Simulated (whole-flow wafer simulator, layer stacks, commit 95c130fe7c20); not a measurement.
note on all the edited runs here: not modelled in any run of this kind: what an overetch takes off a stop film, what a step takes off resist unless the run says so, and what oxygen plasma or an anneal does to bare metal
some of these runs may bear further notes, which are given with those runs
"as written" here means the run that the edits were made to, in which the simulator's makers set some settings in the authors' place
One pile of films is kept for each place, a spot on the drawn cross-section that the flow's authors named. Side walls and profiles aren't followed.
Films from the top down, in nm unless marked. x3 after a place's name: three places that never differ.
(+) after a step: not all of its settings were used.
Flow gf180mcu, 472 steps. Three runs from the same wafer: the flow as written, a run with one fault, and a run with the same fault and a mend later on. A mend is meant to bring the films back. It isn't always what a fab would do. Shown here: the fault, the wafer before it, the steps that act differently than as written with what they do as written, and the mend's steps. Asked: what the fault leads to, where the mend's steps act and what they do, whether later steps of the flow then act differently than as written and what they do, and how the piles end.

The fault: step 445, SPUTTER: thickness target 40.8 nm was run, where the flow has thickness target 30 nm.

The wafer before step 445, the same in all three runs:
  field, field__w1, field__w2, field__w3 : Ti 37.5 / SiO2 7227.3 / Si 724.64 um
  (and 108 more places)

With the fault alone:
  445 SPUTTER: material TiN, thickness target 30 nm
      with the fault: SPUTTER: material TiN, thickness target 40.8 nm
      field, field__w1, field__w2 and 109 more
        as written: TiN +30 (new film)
        with the fault: TiN +40.8 (new film)
  Later steps of the flow that act differently than as written (4 more steps differ only slightly, by at most 2% or 0.5 nm, whichever is larger, and aren't shown):
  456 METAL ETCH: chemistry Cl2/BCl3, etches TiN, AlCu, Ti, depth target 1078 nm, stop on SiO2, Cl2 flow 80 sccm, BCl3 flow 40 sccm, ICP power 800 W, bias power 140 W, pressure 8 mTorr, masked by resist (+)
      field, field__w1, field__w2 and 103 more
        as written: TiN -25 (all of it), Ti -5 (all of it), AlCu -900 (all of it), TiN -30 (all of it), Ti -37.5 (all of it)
        with the fault: TiN -25 (all of it), Ti -5 (all of it), AlCu -900 (all of it), TiN -40.8 (all of it), Ti -37.5 (all of it)
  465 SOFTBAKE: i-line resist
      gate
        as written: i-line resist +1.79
        with the fault: i-line resist -0.28
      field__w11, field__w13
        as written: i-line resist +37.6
        with the fault: i-line resist +31.5
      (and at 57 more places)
  At the end the piles differ from the flow's by more than 2% or 0.5 nm, whichever is larger, at field__w8, contact, m1, m1__w1, pad, m1_nw.
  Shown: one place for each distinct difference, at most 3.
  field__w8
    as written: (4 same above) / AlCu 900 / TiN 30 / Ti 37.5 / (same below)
    with the fault: (4 same above) / AlCu 900 / TiN 40.8 / Ti 37.5 / (same below)
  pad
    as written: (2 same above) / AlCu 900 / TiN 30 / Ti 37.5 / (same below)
    with the fault: (2 same above) / AlCu 900 / TiN 40.8 / Ti 37.5 / (same below)

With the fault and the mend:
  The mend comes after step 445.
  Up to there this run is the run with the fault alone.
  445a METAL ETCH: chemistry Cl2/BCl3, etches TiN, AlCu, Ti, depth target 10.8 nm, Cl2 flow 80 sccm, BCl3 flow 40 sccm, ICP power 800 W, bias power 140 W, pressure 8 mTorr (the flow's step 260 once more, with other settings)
      field, field__w1, field__w2 and 109 more
        TiN -10.8
  No later step of the flow acts differently than as written at any place that is followed.
  At the end the piles are the same as the flow's at every place that both follow.
